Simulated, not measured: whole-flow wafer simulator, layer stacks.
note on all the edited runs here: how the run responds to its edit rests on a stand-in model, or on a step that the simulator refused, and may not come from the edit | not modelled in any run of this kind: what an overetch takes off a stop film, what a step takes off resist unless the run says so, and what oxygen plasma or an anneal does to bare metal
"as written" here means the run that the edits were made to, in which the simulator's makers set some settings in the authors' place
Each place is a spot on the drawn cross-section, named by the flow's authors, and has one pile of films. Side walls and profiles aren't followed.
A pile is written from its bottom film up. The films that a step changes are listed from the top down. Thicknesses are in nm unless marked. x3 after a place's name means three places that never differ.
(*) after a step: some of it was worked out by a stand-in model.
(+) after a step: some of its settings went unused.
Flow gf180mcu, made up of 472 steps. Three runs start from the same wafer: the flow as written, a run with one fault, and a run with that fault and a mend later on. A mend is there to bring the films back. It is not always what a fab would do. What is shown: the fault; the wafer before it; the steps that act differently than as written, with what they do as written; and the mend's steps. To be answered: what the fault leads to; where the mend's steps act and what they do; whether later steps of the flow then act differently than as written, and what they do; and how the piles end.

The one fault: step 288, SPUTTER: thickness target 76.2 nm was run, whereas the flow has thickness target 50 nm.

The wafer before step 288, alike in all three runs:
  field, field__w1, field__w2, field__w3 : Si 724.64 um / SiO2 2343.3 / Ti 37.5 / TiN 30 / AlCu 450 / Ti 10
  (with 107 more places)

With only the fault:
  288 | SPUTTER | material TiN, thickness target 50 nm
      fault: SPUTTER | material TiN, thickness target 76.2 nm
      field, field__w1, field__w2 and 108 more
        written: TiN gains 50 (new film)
        fault: TiN gains 76.2 (new film)
  Steps further on in the flow that do not act as written (3 more steps, not shown, differ only slightly: by at most 2% or 0.5 nm, whichever is larger):
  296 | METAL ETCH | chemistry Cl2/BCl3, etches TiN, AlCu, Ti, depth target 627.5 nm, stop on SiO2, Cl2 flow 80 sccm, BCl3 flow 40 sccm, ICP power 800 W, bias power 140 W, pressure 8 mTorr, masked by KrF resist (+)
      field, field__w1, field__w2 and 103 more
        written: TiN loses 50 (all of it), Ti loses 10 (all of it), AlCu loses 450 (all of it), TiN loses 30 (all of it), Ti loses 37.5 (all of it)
        fault: TiN loses 76.2 (all of it), Ti loses 10 (all of it), AlCu loses 450 (all of it), TiN loses 30 (all of it), Ti loses 37.5 (all of it)
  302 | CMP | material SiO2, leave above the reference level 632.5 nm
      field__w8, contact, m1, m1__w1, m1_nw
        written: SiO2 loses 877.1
        fault: SiO2 loses 903.3
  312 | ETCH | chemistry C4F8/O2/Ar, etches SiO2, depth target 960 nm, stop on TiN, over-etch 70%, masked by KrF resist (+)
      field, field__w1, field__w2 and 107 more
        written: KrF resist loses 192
        fault: KrF resist loses 185.7
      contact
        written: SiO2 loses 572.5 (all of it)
        fault: SiO2 loses 546.3 (all of it)
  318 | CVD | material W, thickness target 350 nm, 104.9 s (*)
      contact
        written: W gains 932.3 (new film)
        fault: W gains 905.8 (new film)
  At field__w8, contact, m1, m1__w1, m1_nw, the piles at the end differ from the flow's by more than 2% or 0.5 nm, whichever is larger.
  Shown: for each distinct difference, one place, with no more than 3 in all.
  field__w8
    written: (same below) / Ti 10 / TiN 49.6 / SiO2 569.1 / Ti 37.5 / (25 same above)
    fault: (same below) / Ti 10 / TiN 75.8 / SiO2 542.9 / Ti 37.5 / (25 same above)
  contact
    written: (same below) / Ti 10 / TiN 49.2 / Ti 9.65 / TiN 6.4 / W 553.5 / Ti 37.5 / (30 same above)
    fault: (same below) / Ti 10 / TiN 75.4 / Ti 9.8 / TiN 6.5 / W 527.1 / Ti 37.5 / (30 same above)

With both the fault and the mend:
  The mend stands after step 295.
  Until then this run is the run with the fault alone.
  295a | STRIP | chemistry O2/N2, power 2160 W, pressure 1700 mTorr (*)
      field__w8, contact, m1, m1__w1, m1_nw
        KrF resist loses 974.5 (all of it)
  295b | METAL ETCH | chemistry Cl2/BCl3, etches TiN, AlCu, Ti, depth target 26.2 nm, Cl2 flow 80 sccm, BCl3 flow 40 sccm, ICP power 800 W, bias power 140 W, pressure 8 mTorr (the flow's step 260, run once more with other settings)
      field, field__w1, field__w2 and 108 more
        TiN loses 26.2
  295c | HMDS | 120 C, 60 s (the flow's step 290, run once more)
      alters no film at any place that is followed
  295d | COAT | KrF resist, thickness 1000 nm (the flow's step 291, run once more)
      field, field__w1, field__w2 and 108 more
        KrF resist gains 1000 (new film)
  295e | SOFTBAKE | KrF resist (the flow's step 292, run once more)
      alters no film at any place that is followed
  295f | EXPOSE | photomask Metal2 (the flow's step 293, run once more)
      alters no film at any place that is followed
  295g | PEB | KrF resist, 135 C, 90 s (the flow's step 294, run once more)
      field, field__w1, field__w2 and 108 more
        KrF resist loses 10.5
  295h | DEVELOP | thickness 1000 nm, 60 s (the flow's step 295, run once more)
      field, field__w1, field__w2 and 103 more
        KrF resist loses 989.5 (all of it)
      field__w8, contact, m1, m1__w1, m1_nw
        KrF resist loses 14.9
  Later steps of the flow that are run all act as written at every place that is followed.
  The piles end the same as the flow's at every place that both follow.
